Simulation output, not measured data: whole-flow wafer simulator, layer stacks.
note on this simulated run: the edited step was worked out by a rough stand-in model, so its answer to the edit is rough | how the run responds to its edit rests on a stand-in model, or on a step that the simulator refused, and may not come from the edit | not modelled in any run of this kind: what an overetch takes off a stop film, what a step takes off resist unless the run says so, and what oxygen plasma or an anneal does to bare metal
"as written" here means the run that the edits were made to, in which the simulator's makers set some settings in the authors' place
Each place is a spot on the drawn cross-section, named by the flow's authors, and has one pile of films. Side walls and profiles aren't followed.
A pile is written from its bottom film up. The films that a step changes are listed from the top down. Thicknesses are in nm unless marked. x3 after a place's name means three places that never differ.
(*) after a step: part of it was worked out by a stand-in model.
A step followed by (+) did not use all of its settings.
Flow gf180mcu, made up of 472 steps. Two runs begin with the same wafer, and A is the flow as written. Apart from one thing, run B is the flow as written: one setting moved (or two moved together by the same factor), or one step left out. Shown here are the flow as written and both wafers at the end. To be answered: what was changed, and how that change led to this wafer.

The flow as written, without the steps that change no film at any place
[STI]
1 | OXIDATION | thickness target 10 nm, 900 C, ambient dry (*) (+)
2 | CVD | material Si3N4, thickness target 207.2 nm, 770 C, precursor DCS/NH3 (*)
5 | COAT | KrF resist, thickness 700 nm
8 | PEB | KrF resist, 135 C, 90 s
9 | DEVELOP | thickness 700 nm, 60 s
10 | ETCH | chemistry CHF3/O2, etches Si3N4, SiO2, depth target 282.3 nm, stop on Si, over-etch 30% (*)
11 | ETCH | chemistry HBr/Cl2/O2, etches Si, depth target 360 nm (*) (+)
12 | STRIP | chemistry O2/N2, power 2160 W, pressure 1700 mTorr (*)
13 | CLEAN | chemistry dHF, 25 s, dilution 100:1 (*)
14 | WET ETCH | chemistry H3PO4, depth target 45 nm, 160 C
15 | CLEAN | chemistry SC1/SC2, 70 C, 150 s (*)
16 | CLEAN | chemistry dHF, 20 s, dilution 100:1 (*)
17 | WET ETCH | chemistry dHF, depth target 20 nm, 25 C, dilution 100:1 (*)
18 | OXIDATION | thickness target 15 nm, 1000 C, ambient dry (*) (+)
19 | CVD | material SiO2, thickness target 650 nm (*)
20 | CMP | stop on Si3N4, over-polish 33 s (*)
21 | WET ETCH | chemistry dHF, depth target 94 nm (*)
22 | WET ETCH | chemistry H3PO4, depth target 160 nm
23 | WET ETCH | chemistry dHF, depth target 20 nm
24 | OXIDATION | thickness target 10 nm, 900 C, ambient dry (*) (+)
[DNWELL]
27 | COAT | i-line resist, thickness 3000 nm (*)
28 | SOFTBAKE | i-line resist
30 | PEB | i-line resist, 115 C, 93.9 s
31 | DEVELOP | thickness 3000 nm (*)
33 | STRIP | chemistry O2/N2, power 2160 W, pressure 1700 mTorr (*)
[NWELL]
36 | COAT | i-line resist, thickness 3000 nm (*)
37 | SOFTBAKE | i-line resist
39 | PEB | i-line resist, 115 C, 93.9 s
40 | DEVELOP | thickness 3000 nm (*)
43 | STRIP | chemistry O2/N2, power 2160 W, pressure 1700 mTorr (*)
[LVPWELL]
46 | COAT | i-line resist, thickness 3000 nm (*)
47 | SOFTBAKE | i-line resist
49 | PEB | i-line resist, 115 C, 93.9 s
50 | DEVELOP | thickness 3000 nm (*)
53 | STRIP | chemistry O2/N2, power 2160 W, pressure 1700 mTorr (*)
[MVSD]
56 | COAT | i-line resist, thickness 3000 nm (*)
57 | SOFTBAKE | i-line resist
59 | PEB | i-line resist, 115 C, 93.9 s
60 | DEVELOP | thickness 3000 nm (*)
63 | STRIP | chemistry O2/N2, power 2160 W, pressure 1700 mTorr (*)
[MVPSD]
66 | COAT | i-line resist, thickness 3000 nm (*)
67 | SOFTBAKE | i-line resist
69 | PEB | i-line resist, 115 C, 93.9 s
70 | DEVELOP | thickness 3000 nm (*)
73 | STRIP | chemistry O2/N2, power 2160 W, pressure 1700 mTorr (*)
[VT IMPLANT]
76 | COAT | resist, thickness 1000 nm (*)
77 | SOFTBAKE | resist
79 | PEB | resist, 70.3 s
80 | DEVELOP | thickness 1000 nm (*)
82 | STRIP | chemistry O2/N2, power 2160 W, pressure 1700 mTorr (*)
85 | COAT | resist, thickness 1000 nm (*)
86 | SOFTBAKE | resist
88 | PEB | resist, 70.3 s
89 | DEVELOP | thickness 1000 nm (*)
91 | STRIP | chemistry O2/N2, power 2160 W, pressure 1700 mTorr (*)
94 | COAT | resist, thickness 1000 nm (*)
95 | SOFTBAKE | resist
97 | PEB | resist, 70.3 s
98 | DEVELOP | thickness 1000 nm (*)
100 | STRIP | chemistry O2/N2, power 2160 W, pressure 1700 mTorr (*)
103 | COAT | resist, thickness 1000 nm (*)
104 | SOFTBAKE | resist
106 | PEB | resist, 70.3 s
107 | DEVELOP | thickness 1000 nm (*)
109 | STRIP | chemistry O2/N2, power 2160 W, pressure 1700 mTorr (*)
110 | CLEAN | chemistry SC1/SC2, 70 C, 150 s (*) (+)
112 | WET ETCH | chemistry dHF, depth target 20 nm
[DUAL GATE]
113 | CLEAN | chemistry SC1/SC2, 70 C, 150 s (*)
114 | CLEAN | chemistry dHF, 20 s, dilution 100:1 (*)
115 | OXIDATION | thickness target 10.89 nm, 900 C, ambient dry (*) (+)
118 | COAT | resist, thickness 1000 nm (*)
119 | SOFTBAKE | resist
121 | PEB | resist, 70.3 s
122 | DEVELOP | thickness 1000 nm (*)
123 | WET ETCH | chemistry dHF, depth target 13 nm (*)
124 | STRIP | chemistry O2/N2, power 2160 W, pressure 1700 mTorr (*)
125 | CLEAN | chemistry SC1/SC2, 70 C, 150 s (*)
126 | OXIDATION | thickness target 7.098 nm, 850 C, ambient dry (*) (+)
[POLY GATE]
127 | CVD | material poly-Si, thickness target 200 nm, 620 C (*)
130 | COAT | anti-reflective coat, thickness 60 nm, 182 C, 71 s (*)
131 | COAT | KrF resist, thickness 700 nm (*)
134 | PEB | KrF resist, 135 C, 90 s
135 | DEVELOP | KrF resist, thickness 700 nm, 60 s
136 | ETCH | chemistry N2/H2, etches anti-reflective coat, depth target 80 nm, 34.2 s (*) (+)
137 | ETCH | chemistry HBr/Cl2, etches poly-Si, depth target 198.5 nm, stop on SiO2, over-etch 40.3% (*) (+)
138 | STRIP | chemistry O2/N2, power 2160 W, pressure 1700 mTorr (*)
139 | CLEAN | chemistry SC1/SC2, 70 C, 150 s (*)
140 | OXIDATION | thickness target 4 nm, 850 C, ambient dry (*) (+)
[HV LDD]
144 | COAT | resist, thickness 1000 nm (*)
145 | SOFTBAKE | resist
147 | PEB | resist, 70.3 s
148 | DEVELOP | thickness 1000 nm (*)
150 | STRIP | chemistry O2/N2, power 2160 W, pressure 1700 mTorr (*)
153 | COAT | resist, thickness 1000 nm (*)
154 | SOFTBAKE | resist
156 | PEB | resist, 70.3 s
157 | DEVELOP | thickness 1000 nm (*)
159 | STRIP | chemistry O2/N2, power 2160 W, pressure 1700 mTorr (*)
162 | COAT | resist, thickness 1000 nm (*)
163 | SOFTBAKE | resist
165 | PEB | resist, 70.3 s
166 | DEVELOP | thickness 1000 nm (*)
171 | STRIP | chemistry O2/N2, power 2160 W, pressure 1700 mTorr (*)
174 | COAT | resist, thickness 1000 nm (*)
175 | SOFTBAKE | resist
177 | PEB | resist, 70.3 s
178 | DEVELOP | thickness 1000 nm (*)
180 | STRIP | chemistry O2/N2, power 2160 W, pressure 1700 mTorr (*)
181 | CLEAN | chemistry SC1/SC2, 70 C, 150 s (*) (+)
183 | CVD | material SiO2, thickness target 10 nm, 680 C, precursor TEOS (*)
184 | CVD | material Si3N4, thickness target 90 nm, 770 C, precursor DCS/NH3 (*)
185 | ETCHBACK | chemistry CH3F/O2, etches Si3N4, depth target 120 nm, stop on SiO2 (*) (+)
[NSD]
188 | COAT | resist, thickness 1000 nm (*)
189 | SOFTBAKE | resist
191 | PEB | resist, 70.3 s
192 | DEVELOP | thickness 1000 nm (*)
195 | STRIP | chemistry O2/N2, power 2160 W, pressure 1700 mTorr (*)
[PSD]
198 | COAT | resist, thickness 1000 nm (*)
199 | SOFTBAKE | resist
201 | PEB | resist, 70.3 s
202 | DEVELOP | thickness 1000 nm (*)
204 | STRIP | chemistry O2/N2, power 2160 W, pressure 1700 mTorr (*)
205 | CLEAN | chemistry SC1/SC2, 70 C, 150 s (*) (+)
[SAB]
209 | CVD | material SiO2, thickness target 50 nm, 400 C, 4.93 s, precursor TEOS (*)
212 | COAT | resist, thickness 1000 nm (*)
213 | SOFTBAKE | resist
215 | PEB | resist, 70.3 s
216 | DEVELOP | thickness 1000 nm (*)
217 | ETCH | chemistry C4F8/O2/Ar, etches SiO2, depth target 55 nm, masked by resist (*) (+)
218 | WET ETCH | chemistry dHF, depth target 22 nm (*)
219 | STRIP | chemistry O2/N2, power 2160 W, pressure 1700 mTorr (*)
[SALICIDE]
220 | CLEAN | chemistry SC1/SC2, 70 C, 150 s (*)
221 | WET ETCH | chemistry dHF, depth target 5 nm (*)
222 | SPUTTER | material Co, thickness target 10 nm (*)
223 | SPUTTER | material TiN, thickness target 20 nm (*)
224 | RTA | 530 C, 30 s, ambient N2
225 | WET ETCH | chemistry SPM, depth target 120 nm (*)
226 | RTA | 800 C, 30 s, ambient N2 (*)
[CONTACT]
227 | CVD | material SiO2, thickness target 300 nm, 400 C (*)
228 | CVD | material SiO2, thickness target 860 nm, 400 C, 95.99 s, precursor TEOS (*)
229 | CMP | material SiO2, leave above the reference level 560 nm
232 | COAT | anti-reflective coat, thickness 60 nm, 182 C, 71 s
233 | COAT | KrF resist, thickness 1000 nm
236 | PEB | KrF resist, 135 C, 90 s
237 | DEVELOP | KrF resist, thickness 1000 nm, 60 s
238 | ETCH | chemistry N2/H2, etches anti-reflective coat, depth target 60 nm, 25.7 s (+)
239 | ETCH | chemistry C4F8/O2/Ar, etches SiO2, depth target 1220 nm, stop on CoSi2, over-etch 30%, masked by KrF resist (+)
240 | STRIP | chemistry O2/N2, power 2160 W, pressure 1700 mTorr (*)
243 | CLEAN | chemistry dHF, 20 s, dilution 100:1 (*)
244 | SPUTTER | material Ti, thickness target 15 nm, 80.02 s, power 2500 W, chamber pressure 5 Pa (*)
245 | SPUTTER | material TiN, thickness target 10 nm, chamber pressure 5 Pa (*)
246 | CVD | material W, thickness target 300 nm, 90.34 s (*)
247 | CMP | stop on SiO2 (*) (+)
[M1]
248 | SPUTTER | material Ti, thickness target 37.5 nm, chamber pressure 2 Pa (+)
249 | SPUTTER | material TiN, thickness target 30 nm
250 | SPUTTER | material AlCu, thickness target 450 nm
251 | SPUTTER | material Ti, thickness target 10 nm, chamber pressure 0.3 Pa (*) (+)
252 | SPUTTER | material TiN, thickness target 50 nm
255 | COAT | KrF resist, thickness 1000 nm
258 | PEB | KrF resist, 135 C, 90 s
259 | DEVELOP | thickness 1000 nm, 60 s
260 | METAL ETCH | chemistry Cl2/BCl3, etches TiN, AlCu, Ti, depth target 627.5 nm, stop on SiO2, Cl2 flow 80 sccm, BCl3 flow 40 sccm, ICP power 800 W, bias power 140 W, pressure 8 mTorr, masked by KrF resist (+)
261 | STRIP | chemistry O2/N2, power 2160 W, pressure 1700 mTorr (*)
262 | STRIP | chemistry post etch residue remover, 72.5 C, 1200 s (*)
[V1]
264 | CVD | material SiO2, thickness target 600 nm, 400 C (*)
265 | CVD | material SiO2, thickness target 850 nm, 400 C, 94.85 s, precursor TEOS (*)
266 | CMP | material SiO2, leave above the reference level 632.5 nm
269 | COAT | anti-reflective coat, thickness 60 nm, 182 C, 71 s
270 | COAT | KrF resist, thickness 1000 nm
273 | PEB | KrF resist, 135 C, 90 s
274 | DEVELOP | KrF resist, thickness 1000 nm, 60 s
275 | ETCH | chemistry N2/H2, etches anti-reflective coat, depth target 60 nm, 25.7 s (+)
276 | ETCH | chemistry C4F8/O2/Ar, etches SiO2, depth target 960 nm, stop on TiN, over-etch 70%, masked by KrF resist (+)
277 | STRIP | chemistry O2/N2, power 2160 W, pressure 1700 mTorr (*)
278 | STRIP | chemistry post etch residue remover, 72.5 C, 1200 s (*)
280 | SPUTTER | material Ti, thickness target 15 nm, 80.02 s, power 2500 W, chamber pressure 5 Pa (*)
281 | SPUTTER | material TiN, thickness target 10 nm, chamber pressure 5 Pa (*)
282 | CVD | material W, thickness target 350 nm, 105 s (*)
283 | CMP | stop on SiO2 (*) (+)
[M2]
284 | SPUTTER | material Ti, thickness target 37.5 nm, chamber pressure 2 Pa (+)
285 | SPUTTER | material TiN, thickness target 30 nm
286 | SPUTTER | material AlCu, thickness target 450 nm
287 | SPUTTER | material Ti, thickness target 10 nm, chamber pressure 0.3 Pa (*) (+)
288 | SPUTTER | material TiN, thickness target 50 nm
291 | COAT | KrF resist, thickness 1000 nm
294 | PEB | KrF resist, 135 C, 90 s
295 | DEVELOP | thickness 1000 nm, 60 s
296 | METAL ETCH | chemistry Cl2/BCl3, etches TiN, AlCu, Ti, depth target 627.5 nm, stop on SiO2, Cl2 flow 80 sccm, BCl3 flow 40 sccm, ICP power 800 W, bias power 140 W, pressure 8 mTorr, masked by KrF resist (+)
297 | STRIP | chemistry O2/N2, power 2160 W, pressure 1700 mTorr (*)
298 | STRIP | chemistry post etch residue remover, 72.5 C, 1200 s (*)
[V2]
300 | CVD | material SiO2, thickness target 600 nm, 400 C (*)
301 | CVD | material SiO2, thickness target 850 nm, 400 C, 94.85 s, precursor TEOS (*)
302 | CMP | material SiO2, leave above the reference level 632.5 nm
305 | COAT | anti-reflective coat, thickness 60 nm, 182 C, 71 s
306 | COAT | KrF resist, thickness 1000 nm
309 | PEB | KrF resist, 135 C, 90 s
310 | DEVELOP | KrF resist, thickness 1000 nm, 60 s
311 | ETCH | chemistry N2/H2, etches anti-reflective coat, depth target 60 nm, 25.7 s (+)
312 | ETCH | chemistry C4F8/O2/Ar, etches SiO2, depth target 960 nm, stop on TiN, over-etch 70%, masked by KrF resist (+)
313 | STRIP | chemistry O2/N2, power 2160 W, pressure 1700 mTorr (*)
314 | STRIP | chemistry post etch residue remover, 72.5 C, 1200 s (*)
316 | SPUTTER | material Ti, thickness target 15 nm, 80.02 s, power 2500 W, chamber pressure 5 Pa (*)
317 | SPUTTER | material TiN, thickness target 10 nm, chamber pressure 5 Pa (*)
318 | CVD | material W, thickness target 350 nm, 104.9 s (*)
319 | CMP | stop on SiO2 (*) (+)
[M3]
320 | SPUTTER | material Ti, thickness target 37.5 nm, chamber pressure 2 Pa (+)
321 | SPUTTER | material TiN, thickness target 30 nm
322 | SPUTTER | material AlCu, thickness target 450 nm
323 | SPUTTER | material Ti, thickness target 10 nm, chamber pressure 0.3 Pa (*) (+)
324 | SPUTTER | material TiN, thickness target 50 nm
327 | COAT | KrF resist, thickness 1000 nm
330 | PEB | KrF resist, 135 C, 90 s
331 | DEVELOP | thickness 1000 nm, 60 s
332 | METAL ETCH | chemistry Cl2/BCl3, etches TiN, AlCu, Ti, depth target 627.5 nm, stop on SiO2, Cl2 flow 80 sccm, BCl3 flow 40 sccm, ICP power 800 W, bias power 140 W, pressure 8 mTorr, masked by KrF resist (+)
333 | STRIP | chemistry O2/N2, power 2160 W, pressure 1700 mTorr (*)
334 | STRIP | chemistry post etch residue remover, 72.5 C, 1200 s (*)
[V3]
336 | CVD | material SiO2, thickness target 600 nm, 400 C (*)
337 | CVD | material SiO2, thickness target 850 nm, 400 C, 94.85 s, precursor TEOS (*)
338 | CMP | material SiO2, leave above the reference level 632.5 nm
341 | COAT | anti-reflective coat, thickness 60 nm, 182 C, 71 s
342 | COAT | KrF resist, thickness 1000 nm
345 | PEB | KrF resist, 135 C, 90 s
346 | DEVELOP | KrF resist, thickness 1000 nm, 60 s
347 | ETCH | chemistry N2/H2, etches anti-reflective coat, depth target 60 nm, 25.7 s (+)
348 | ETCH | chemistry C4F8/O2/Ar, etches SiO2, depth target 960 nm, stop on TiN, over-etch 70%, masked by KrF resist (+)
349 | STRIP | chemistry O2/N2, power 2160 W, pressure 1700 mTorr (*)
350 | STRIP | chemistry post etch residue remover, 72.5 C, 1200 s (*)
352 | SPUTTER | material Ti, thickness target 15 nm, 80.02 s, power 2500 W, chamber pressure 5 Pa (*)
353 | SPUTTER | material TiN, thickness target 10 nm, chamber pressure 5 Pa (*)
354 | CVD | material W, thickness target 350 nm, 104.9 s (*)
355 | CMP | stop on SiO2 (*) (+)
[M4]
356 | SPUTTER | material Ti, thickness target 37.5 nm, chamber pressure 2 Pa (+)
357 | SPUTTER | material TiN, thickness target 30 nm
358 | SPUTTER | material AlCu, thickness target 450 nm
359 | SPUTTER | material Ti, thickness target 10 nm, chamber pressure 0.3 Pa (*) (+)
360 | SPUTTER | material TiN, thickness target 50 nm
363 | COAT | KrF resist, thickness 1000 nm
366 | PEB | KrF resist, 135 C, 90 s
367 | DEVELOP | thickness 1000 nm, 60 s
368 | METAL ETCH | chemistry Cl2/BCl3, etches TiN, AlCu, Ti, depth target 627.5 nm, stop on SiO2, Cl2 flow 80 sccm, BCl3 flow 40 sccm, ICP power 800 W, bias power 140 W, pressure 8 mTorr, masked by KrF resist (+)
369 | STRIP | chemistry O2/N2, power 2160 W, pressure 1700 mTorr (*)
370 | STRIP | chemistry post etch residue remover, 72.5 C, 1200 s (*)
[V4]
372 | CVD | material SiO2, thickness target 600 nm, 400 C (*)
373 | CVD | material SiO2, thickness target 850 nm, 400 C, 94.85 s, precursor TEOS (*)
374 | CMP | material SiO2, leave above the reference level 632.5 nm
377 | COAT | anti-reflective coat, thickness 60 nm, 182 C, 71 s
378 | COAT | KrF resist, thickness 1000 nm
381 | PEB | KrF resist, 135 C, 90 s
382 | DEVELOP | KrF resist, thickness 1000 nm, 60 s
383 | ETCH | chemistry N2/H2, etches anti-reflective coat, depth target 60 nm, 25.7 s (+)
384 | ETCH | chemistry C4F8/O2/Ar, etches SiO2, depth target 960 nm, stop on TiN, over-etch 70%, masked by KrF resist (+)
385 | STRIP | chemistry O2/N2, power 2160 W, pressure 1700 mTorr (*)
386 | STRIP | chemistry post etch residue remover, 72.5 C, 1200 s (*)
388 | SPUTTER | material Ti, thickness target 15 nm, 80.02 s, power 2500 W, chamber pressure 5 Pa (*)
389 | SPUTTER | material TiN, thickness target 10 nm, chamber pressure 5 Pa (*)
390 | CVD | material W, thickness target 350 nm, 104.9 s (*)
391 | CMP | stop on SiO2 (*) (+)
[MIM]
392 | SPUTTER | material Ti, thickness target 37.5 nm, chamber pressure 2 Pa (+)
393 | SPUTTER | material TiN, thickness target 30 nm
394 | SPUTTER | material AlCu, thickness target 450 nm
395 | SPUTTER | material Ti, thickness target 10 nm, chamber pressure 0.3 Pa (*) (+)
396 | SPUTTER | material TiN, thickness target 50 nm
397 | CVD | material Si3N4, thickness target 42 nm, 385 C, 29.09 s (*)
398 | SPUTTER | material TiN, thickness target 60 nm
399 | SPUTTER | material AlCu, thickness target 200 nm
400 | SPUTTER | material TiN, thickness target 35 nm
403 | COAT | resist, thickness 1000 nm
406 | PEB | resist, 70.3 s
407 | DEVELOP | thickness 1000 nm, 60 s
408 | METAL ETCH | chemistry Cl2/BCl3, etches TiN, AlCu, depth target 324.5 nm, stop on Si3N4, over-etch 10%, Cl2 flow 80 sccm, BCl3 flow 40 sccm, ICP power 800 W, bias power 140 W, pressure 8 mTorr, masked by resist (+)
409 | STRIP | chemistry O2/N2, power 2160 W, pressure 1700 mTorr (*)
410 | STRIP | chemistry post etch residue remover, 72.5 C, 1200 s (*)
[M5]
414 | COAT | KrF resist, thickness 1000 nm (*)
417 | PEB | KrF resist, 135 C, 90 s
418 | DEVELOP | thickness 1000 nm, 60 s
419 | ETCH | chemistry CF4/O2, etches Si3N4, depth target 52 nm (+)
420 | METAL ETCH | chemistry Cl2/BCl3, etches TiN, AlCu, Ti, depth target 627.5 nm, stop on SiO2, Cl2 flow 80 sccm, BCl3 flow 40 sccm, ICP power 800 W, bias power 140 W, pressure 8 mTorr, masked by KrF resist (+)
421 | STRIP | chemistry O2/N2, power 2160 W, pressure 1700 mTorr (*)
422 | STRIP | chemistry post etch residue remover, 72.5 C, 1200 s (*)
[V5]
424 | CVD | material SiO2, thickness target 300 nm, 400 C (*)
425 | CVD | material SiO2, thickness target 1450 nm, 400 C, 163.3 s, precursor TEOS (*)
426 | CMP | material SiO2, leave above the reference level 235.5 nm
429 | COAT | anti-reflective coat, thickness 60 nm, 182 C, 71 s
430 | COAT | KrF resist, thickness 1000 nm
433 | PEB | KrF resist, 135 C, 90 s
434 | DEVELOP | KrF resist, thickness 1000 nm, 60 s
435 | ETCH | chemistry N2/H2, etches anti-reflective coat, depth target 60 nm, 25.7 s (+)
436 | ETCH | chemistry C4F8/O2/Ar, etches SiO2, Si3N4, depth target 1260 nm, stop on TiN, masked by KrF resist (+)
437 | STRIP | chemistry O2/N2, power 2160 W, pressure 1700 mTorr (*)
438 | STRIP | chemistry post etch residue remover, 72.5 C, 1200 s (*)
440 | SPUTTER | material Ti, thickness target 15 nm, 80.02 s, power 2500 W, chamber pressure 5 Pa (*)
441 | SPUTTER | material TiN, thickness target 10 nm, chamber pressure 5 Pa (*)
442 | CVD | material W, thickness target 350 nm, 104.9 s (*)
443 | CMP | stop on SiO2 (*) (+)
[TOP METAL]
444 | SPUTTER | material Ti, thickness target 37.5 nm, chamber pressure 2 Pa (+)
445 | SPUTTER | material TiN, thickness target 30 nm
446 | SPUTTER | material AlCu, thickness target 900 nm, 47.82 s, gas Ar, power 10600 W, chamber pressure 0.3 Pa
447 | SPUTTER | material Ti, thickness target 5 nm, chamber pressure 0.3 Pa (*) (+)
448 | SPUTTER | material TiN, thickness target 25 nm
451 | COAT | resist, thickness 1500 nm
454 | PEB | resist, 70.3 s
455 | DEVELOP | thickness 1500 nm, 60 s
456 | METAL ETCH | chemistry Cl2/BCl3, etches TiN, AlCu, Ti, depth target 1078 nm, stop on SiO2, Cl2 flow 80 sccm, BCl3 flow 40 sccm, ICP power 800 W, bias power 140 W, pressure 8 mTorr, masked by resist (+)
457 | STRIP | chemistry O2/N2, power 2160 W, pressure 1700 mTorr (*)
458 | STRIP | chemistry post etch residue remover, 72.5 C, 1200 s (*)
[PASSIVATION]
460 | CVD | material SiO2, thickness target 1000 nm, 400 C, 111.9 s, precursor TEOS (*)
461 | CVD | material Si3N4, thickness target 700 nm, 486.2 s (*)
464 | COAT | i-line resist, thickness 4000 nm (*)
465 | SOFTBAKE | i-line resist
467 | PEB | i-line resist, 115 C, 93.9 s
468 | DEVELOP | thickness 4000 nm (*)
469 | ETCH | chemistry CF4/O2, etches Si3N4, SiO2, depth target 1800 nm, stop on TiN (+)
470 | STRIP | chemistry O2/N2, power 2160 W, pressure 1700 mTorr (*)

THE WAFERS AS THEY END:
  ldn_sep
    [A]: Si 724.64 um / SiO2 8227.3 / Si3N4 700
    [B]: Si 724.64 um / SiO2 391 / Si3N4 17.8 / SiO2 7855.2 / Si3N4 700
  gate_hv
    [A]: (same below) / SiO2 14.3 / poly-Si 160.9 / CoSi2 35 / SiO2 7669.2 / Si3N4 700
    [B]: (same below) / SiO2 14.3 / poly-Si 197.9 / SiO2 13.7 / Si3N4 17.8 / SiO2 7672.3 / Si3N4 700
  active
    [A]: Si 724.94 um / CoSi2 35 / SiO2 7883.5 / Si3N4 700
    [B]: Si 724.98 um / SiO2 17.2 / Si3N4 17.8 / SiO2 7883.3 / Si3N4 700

What caused this: step 184, CVD: thickness target 142 nm was run, though the flow has thickness target 90 nm.

How this came from the change, step by step:
  184 | CVD | material Si3N4, thickness target 90 nm, 770 C, precursor DCS/NH3 (*)
      field, field__w1, field__w2 and 101 more: A +90 Si3N4 (new film) | B +142 Si3N4 (new film)
  185 | ETCHBACK | chemistry CH3F/O2, etches Si3N4, depth target 120 nm, stop on SiO2 (*) (+)
      field, field__w1, field__w2 and 100 more: A -90 Si3N4 (all of it), -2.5 SiO2 | B -120 Si3N4
  188 | COAT | resist, thickness 1000 nm (*)
      field__w9: A +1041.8 resist (new film) | B +1063.8 resist (new film)
      spacer: A +920.2 resist (new film) | B +893.1 resist (new film)
  189 | SOFTBAKE | resist
      field__w9: A +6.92 resist | B -3.02 resist
      field__w11: A +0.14 resist | B -0.47 resist
      (also at 32 further places)
  192 | DEVELOP | thickness 1000 nm (*)
      spacer: A -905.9 resist (all of it) | B -879.4 resist (all of it)
  198 | COAT | resist, thickness 1000 nm (*)
      field__w9: A +1041.8 resist (new film) | B +1063.8 resist (new film)
      spacer: A +920.2 resist (new film) | B +893.1 resist (new film)
  199 | SOFTBAKE | resist
      field__w9: A +6.92 resist | B -3.02 resist
      field__w11: A +0.14 resist | B -0.47 resist
      (also at 34 further places)
  204 | STRIP | chemistry O2/N2, power 2160 W, pressure 1700 mTorr (*)
      spacer: A -905.9 resist (all of it) | B -879.4 resist (all of it)
  205 | CLEAN | chemistry SC1/SC2, 70 C, 150 s (*) (+)
      field, field__w1, field__w2 and 105 more: A -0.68 SiO2 | B -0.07 Si3N4
  209 | CVD | material SiO2, thickness target 50 nm, 400 C, 4.93 s, precursor TEOS (*)
      field, field__w7, field__w8 and 73 more: A +50 SiO2 | B +50 SiO2 (new film)
      field_sub, field_sub__w2, ld_drn_n, ld_sd_p: A +48.8 SiO2 | B +48.7 SiO2 (new film)
      (also at 28 further places)
  212 | COAT | resist, thickness 1000 nm (*)
      spacer: A +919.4 resist (new film) | B +892.5 resist (new film)
  213 | SOFTBAKE | resist
      npoly_sal: A -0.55 resist | B +0.54 resist
      field__w1: A +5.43 resist | B +6 resist
      (also at 22 further places)
  216 | DEVELOP | thickness 1000 nm (*)
      spacer: A -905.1 resist (all of it) | B -878.8 resist (all of it)
  217 | ETCH | chemistry C4F8/O2/Ar, etches SiO2, depth target 55 nm, masked by resist (*) (+)
      field, field__w7, field__w8 and 70 more: A -55 SiO2 | B -50 SiO2 (all of it), -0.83 Si3N4
      field__w1, m1, nw_enc_fld_lv__w3: A -55 SiO2 | B -49.2 SiO2 (all of it), -0.97 Si3N4
      (also at 23 further places)
  218 | WET ETCH | chemistry dHF, depth target 22 nm (*)
      gate, gate_hv, gate_p and 23 more: A -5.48 SiO2 (all of it) | B -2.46 Si3N4
      field, field__w10, sti and 14 more: A -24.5 SiO2 | B -2.46 Si3N4
      (also at 56 further places)
  219 | STRIP | chemistry O2/N2, power 2160 W, pressure 1700 mTorr (*)
      gate, gate_hv, gate_p and 23 more: A +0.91 chemical SiO2 (new film), -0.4 poly-Si | B nothing
      active, p_well, sd_n and 20 more: A +0.91 chemical SiO2 (new film), -0.4 Si | B nothing
  ... another 13 steps ...
  471 | ANNEAL | 400 C, 1800 s, ambient N2/H2
      polyc_n, polyc_p: A nothing | B under 9 films: +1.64 void (new film), -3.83 Ti, +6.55 TiSi first (new film), -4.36 poly-Si
      contact: A nothing | B under 49 films: +1.62 void (new film), -3.83 Ti, +6.55 TiSi first (new film), -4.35 Si
Taking metal films that touch as one body, gate_hv has 0 bodies; the flow as written gives 1 body.
Taking metal films that touch as one body, active has 0 bodies; the flow as written gives 1 body.
